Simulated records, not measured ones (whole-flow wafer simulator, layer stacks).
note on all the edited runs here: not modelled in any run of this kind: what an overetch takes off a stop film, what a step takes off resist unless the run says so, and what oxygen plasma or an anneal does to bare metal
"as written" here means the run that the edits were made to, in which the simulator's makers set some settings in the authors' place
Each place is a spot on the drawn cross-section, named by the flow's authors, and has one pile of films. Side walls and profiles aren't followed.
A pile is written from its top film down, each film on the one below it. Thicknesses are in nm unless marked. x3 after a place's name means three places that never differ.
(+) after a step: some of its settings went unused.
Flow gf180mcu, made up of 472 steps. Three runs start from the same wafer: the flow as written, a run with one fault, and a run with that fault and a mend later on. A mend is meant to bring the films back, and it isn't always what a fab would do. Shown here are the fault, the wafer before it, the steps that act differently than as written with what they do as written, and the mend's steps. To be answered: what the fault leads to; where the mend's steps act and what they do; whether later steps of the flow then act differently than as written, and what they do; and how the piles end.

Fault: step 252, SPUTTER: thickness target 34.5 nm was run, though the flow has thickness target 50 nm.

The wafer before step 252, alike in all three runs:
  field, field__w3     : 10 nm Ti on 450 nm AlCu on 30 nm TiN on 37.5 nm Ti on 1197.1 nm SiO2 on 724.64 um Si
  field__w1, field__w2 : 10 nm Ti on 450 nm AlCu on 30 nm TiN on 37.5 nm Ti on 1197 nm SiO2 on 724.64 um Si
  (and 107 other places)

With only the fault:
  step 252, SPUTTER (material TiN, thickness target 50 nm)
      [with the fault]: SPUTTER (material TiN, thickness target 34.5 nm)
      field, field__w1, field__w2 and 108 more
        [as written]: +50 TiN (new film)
        [with the fault]: +34.5 TiN (new film)
  Steps further on in the flow that do not act as written (not shown: 4 more steps that differ only slightly, by at most 2% or 0.5 nm, whichever is larger):
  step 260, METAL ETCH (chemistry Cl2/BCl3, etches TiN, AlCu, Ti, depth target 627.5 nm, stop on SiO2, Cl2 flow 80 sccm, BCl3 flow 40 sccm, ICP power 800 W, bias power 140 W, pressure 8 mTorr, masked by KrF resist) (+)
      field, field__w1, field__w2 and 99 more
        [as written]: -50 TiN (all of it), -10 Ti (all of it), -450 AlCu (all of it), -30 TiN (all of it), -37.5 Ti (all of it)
        [with the fault]: -34.5 TiN (all of it), -10 Ti (all of it), -450 AlCu (all of it), -30 TiN (all of it), -37.5 Ti (all of it)
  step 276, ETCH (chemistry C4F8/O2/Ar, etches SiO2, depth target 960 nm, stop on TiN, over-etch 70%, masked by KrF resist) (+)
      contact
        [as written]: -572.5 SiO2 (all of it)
        [with the fault]: -588 SiO2 (all of it)
  By the end, the piles at field__w8, contact, m1 and 6 more depart from the flow's by more than 2% or 0.5 nm, whichever is larger.
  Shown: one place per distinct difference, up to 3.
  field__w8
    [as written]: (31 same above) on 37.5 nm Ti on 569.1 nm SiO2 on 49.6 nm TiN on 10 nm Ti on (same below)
    [with the fault]: (31 same above) on 37.5 nm Ti on 584.6 nm SiO2 on 34.1 nm TiN on 10 nm Ti on (same below)
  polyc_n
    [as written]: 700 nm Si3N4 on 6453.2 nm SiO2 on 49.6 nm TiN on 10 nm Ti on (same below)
    [with the fault]: 700 nm Si3N4 on 6468.7 nm SiO2 on 34.1 nm TiN on 10 nm Ti on (same below)
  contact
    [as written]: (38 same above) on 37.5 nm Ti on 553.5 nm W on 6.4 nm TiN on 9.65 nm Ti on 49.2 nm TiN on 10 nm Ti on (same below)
    [with the fault]: (38 same above) on 37.5 nm Ti on 569.1 nm W on 6.35 nm TiN on 9.57 nm Ti on 33.7 nm TiN on 10 nm Ti on (same below)

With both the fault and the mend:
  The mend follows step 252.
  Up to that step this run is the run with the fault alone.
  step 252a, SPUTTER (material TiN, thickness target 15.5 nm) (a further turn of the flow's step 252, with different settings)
      field, field__w1, field__w2 and 108 more
        +15.5 TiN
  Later steps of the flow that are run all act as written at every place that is followed.
  The piles end the same as the flow's at every place that both follow.
